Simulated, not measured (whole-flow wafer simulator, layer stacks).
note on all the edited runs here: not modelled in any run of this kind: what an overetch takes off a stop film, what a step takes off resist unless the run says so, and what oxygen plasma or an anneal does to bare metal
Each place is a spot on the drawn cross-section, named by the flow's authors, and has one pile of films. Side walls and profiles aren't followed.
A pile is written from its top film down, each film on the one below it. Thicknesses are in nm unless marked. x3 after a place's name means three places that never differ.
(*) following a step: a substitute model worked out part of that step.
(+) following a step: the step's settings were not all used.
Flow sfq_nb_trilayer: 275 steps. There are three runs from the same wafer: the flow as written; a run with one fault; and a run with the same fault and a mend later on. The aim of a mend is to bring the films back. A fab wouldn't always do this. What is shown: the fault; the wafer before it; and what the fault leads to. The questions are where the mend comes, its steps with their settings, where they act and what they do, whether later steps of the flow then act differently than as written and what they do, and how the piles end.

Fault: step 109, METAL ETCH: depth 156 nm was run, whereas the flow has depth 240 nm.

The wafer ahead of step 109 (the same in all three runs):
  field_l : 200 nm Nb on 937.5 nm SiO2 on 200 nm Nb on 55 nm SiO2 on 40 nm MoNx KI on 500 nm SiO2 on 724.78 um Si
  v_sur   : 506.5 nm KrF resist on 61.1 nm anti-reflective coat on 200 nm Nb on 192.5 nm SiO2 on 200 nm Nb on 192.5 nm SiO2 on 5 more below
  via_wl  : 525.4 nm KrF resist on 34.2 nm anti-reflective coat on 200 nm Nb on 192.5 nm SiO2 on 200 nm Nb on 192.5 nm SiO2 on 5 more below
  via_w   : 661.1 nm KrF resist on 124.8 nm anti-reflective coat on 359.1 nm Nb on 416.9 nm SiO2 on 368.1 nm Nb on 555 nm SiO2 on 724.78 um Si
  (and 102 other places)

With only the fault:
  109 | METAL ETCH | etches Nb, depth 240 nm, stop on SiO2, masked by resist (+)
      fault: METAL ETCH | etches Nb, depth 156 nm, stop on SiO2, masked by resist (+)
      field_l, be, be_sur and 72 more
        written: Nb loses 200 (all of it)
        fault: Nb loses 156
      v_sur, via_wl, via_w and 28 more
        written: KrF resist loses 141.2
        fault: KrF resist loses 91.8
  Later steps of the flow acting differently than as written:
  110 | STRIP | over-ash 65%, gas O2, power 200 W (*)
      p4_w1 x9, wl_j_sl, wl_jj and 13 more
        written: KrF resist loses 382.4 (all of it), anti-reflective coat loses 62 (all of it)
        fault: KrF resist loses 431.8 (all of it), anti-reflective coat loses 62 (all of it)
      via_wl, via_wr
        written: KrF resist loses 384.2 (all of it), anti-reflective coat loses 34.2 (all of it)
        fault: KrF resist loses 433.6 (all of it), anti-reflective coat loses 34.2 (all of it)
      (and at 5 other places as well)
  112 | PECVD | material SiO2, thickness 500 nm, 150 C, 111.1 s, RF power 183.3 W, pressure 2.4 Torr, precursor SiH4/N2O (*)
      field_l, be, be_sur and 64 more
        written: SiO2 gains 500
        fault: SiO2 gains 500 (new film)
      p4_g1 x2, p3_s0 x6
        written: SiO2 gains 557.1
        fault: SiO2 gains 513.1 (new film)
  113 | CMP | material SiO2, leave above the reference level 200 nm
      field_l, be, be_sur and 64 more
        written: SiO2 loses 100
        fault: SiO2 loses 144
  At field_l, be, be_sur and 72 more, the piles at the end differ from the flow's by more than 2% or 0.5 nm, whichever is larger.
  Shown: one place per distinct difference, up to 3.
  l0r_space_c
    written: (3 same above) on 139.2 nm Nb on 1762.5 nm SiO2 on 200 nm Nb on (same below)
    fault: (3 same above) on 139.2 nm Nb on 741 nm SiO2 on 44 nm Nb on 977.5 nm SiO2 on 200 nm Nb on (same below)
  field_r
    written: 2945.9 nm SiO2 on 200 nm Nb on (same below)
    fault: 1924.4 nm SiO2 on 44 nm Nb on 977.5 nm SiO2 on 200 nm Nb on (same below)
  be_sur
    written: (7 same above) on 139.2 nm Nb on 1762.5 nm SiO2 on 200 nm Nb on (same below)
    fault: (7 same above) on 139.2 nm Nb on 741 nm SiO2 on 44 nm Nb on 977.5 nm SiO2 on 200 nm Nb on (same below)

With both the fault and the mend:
  After step 109 comes the mend.
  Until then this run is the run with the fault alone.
  109a | METAL ETCH | etches Nb, depth 84 nm, stop on SiO2, masked by resist (+) (the flow's step 109 again, with other settings)
      field_l, be, be_sur and 72 more
        Nb loses 44 (all of it)
      v_sur, via_wl, via_w and 28 more
        KrF resist loses 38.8
  Later steps of the flow acting differently than as written:
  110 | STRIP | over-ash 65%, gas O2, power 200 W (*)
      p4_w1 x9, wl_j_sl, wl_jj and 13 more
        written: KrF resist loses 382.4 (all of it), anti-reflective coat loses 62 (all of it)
        mend: KrF resist loses 393 (all of it), anti-reflective coat loses 62 (all of it)
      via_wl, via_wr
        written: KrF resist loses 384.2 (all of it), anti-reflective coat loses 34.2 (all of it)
        mend: KrF resist loses 394.8 (all of it), anti-reflective coat loses 34.2 (all of it)
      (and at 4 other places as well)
  By the end, the piles equal the flow's at every place that both follow.
